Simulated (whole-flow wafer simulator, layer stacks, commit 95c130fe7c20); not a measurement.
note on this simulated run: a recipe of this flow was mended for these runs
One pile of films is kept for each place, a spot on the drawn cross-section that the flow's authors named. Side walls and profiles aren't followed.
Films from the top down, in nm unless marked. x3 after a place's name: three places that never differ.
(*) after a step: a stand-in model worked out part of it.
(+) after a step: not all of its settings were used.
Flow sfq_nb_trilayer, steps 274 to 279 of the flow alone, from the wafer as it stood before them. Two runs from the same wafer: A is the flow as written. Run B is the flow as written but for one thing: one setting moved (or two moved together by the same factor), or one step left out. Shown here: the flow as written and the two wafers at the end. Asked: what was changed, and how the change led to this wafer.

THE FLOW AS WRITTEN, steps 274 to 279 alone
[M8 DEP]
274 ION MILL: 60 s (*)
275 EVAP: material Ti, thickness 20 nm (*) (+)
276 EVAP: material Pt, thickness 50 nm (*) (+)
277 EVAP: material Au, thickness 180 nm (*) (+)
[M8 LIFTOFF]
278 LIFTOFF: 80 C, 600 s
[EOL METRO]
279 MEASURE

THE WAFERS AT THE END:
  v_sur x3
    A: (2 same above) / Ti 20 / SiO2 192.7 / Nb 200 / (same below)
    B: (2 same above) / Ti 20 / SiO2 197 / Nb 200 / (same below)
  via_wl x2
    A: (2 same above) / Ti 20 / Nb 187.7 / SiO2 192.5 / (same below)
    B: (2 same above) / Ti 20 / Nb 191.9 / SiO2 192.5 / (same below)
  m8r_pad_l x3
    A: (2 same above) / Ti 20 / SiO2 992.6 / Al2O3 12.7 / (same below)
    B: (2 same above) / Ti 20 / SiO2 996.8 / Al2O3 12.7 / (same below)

The cause: step 274, ION MILL: 25 s was run, where the flow has 60 s.

How the change led to this, step by step:
  274 ION MILL: 60 s (*)
      field_l, v_sur x3, via_v, m8r_pad_l x3: A SiO2 -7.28 | B SiO2 -3.03
      via_wl x2, via_w: A Nb -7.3 | B Nb -3.04
